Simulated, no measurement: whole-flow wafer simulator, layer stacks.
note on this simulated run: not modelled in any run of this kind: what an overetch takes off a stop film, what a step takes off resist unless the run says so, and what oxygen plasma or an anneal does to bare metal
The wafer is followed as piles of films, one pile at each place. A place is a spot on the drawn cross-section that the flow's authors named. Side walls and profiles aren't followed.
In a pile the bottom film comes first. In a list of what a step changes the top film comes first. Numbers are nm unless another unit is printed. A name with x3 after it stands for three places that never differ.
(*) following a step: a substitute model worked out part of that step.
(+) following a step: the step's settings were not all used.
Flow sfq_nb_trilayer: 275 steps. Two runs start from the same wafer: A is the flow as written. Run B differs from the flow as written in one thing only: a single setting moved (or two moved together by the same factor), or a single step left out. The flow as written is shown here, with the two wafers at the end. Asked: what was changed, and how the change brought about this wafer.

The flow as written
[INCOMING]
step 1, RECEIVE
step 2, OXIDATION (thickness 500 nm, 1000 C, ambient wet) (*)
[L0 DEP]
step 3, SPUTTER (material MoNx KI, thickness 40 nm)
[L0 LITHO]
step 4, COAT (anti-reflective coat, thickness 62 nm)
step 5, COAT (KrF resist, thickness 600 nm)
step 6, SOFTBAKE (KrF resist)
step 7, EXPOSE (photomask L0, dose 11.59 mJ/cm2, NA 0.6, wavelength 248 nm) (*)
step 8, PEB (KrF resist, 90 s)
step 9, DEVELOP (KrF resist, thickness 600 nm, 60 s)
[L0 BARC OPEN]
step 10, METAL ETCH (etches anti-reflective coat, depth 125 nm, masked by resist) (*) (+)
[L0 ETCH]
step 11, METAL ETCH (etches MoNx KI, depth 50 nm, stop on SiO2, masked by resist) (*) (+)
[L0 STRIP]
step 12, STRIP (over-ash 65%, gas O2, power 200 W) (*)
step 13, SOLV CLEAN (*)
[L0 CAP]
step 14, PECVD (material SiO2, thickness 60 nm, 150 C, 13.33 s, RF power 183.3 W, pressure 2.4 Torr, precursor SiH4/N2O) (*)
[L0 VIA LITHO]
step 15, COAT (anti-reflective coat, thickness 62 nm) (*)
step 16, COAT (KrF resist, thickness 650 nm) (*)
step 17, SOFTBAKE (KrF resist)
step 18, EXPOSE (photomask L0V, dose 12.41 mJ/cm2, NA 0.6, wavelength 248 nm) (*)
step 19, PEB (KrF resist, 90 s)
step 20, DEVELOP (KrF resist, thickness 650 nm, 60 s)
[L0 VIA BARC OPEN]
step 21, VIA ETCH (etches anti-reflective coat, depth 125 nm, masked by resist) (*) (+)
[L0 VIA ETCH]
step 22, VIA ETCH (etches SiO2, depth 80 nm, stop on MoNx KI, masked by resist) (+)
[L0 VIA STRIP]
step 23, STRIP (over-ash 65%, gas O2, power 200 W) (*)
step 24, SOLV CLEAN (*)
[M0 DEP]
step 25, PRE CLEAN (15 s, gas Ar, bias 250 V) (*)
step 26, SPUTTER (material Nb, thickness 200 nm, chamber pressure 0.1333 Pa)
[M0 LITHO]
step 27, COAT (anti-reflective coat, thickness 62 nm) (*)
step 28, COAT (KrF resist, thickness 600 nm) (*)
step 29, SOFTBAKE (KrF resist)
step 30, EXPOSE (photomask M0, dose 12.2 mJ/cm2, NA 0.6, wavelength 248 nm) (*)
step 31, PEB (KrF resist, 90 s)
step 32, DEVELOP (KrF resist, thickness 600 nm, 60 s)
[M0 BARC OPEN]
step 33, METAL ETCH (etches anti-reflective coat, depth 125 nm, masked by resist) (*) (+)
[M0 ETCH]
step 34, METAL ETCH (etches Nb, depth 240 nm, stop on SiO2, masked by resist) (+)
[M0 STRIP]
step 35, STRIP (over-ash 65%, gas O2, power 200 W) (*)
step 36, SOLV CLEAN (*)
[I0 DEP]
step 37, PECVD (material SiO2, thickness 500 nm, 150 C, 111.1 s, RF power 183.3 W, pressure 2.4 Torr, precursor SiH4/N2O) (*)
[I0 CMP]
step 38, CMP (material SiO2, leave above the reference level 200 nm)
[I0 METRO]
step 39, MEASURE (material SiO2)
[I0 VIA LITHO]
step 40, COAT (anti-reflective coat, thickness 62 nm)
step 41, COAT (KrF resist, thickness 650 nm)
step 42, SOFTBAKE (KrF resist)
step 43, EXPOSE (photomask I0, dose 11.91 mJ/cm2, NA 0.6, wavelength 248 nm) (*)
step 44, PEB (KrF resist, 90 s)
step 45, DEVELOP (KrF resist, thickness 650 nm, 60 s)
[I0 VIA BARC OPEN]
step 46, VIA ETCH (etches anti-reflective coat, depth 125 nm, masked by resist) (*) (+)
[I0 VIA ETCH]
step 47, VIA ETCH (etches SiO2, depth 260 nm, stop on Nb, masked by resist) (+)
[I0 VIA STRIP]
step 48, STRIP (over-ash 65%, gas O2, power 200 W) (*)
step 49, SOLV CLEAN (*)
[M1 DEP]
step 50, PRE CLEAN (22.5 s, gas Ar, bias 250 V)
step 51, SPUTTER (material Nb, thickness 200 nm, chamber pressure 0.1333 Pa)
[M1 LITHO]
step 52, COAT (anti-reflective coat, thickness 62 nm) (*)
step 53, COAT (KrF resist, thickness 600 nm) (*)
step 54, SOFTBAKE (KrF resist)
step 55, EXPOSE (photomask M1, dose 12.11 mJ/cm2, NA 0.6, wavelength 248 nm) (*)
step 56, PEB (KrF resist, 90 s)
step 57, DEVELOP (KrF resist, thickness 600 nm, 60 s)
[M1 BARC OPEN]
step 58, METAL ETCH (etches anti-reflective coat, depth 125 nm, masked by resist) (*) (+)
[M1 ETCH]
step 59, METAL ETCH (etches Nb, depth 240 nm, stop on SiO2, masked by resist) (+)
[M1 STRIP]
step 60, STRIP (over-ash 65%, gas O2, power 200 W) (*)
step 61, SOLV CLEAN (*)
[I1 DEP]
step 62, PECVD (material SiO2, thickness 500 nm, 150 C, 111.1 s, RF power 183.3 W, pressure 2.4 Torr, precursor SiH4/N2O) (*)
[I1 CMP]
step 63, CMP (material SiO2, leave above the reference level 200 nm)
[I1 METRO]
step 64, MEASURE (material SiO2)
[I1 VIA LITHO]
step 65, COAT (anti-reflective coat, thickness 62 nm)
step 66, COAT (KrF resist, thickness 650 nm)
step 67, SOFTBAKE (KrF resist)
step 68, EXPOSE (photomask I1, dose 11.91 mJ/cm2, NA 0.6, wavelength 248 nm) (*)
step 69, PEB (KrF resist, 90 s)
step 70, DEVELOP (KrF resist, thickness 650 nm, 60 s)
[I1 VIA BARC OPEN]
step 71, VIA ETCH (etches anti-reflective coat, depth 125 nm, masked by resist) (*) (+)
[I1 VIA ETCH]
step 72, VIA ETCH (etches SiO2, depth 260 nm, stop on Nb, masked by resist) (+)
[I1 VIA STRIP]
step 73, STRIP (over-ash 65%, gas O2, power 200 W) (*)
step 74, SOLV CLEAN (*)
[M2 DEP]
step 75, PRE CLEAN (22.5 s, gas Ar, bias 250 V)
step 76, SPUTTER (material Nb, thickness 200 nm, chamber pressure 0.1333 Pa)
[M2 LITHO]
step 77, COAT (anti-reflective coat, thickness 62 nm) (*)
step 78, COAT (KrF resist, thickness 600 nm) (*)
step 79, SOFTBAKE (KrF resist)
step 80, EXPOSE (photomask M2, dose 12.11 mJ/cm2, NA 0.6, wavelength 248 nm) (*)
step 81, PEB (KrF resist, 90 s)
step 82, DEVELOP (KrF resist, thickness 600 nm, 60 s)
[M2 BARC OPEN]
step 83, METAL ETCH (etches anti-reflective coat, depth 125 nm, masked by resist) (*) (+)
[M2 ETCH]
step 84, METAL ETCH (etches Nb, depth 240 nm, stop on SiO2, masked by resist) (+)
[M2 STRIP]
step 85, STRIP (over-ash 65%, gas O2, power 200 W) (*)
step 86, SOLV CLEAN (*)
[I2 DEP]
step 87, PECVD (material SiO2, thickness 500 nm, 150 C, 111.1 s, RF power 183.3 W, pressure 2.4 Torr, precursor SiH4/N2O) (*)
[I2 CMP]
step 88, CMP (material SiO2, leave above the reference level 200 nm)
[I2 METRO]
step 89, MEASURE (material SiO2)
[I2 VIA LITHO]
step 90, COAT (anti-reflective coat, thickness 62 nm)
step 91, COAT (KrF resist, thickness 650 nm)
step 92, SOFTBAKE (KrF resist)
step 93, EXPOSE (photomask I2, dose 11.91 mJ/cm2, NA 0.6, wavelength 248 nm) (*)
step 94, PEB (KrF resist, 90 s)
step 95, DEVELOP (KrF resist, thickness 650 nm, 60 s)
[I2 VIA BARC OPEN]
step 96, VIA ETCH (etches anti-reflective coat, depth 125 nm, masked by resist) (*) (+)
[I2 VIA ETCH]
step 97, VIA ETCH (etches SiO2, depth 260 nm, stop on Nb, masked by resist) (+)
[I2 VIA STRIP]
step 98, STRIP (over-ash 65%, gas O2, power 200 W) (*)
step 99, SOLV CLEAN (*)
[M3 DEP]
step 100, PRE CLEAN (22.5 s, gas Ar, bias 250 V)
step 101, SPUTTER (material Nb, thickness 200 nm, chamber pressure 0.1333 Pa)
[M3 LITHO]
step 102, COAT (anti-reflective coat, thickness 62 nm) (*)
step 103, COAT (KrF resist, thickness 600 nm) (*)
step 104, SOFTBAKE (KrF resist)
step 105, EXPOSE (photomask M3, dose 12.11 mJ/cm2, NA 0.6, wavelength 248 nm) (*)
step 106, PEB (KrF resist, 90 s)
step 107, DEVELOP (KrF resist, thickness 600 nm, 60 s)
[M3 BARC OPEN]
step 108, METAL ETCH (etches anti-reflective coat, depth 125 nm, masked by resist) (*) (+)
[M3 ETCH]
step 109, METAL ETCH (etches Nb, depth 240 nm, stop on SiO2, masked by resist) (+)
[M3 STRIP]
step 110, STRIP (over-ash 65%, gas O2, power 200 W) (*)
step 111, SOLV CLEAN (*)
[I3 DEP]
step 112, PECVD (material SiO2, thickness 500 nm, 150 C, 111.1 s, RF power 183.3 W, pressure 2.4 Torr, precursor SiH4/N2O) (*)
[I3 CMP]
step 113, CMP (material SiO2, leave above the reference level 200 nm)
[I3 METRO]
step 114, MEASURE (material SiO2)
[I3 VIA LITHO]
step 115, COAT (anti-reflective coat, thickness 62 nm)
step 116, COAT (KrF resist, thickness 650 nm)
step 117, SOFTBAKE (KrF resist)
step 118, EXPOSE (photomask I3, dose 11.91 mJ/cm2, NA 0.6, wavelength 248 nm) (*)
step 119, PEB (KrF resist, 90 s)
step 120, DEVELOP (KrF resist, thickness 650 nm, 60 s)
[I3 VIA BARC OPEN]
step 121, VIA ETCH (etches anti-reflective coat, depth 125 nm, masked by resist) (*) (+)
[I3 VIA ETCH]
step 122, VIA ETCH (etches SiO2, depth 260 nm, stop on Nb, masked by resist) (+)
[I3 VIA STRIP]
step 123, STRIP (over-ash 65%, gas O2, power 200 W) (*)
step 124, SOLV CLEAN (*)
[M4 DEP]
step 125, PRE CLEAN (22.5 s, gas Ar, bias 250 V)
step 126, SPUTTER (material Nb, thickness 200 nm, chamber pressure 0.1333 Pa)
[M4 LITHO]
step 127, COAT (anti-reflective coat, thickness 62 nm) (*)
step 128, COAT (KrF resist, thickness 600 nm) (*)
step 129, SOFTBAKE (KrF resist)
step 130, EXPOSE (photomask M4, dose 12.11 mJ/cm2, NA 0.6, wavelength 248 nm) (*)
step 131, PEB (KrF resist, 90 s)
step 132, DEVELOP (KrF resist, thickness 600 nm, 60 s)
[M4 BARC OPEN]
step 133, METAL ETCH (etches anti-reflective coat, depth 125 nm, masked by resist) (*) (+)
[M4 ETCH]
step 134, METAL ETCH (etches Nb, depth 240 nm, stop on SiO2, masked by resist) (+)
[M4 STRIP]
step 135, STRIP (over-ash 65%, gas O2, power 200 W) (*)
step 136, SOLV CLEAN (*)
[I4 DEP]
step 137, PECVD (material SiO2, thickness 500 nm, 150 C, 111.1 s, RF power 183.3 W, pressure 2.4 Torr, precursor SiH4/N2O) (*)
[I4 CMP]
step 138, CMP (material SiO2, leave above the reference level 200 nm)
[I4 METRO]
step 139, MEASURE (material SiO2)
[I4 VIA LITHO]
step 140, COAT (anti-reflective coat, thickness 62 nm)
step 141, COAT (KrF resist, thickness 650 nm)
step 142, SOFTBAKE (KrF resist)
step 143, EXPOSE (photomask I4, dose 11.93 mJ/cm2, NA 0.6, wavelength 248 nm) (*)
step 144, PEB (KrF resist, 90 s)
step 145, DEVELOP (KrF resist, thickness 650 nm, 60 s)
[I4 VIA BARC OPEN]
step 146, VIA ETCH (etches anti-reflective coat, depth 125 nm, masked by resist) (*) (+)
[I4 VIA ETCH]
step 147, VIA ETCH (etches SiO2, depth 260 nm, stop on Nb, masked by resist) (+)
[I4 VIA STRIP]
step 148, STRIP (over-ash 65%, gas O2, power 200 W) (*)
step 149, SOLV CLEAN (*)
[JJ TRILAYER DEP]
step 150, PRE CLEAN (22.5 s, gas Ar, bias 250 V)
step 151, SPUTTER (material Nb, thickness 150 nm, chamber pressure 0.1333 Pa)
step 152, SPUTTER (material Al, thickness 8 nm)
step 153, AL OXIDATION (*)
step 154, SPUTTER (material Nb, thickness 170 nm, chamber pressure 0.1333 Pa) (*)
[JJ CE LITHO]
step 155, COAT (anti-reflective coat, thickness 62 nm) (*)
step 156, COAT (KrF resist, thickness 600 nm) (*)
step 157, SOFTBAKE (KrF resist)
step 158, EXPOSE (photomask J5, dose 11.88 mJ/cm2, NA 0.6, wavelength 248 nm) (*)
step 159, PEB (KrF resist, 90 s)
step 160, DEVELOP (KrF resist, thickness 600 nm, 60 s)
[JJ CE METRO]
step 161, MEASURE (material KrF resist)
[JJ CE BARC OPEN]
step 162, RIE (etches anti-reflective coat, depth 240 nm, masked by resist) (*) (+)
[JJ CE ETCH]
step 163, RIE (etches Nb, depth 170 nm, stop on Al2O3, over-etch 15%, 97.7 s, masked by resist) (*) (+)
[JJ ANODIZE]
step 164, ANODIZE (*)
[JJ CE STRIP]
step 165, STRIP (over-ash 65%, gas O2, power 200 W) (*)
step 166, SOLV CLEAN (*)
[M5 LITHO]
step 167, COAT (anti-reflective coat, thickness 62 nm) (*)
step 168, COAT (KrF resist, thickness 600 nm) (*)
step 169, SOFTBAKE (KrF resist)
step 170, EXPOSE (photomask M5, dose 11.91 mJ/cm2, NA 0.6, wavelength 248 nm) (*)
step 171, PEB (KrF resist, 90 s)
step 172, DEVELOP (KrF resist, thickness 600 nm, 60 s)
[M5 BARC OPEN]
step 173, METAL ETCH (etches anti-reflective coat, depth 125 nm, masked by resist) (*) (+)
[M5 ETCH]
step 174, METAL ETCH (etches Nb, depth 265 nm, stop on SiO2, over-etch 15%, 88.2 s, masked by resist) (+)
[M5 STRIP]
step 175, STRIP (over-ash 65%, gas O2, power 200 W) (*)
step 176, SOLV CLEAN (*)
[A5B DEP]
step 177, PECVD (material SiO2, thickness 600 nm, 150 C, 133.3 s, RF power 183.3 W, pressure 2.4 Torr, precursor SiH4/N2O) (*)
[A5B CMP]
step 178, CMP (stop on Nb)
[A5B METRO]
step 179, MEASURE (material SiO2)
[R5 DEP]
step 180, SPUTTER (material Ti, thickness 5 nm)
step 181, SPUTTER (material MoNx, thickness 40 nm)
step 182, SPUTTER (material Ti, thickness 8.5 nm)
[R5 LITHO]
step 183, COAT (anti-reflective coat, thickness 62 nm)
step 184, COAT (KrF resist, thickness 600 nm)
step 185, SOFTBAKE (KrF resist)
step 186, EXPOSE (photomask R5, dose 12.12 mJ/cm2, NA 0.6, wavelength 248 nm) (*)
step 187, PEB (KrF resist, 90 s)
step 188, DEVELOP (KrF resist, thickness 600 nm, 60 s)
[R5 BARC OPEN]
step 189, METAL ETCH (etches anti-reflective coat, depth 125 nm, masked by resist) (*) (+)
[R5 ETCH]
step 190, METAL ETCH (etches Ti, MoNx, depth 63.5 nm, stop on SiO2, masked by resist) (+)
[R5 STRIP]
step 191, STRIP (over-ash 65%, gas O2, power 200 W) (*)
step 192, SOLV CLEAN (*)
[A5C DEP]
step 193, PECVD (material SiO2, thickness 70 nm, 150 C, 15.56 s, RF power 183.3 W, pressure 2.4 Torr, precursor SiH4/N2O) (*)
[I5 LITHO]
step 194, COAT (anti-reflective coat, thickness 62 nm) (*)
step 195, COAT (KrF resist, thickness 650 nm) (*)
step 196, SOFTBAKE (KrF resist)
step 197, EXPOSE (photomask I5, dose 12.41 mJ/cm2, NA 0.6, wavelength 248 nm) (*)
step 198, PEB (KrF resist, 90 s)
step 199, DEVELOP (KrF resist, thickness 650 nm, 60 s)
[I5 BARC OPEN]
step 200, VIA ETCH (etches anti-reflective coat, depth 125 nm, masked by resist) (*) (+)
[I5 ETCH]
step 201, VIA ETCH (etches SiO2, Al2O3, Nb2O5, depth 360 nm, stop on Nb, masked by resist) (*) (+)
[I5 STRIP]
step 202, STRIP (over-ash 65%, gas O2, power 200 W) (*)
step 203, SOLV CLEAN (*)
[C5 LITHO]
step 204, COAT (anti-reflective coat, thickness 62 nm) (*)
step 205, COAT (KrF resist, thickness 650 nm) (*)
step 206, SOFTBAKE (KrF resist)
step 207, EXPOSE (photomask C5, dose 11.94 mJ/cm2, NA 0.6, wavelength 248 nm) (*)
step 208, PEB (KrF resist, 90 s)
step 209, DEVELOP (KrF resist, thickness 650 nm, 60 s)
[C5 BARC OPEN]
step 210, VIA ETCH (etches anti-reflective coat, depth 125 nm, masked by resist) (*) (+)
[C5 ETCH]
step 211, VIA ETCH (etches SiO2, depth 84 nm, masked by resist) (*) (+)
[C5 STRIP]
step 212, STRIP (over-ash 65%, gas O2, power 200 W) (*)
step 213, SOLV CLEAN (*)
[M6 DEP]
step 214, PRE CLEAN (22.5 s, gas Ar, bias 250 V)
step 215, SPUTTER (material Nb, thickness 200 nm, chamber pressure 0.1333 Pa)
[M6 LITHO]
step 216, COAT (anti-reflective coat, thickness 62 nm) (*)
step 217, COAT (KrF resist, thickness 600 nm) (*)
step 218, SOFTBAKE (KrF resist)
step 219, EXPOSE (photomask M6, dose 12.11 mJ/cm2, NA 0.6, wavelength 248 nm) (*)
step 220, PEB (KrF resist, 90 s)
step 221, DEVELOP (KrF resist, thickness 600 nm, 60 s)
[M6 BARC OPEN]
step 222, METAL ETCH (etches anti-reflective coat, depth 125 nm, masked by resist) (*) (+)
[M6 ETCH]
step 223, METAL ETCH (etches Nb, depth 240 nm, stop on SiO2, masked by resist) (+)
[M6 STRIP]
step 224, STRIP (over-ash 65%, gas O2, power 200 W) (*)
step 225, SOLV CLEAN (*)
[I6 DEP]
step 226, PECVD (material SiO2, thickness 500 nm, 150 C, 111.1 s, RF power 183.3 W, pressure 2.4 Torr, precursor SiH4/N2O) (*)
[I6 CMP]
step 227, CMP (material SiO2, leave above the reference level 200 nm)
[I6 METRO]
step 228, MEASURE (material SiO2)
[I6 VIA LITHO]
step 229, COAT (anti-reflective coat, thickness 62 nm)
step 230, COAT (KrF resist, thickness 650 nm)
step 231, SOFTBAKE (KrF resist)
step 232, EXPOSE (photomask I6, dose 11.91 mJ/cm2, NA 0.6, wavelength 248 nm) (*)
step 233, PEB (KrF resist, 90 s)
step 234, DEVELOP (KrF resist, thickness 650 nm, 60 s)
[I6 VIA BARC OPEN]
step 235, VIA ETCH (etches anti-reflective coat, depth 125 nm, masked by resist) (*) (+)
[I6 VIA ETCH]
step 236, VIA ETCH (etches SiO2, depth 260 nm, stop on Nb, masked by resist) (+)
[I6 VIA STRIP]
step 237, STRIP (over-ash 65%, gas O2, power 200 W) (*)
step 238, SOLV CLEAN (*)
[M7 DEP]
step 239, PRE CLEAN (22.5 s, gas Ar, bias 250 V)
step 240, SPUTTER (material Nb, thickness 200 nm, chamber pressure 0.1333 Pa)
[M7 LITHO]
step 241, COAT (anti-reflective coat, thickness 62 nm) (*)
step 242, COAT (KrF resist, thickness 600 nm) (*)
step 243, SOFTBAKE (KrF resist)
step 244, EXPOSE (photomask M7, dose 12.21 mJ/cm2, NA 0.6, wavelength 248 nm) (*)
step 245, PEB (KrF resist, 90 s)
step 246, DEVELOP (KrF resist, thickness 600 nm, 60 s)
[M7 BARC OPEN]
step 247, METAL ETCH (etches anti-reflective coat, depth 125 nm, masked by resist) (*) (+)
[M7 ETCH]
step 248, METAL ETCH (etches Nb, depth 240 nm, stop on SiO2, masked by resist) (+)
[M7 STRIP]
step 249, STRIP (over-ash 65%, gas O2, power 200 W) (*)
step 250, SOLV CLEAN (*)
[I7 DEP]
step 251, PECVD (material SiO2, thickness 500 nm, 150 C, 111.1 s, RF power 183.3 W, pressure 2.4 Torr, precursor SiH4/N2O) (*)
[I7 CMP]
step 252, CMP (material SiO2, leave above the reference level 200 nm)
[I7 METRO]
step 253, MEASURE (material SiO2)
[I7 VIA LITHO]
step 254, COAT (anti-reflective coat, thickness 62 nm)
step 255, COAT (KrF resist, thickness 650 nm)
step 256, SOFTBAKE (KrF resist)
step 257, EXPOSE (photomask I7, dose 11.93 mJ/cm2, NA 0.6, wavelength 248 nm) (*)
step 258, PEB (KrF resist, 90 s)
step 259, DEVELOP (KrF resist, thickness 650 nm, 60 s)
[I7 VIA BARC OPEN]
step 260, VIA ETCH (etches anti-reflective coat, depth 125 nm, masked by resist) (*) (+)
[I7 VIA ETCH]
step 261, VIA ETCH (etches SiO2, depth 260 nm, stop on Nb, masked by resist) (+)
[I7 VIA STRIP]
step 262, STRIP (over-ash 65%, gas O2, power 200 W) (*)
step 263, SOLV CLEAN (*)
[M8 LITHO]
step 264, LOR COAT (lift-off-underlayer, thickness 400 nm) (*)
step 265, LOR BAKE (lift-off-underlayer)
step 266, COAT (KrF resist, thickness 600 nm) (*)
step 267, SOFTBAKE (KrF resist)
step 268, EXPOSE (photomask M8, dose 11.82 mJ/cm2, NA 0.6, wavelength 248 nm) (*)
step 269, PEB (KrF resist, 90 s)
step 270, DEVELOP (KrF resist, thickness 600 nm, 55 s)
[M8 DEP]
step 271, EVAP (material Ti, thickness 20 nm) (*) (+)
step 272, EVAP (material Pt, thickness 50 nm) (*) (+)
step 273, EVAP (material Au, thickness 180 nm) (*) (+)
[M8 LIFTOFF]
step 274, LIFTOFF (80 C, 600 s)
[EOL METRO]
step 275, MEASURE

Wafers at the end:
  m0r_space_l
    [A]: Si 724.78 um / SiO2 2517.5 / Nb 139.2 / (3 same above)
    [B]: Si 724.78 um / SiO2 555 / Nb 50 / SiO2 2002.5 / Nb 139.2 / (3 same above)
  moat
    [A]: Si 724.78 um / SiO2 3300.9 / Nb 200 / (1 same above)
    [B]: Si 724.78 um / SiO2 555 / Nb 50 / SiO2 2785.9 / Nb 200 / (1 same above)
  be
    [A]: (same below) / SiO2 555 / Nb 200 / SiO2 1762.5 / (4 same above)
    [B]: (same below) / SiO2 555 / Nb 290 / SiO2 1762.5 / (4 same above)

Cause: step 26, SPUTTER: thickness 290 nm was run, whereas the flow has thickness 200 nm.
One can read it off the wafer: be has Nb 290, and step 26 as written asks for 200 nm.

The path from the change to this, step by step:
  step 26, SPUTTER (material Nb, thickness 200 nm, chamber pressure 0.1333 Pa)
      field_l, v_sur, via_wl and 102 more: A Nb gains 200 (new film) | B Nb gains 290 (new film)
      l0v: A Nb gains 195.7 (new film) | B Nb gains 286 (new film)
  step 34, METAL ETCH (etches Nb, depth 240 nm, stop on SiO2, masked by resist) (+)
      moat, m0r_space_l, m0r_space_r: A Nb loses 200 (all of it) | B Nb loses 240
  step 37, PECVD (material SiO2, thickness 500 nm, 150 C, 111.1 s, RF power 183.3 W, pressure 2.4 Torr, precursor SiH4/N2O) (*)
      moat, m0r_space_l, m0r_space_r: A SiO2 gains 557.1 | B SiO2 gains 597.1 (new film)
With metal films that touch counted as one body, m0r_space_l has 2 bodies (between them, from the top down: SiO2 2002.5); the flow as written gives 1 body.
With metal films that touch counted as one body, moat has 2 bodies (between them, from the top down: SiO2 2785.9); the flow as written gives 1 body.
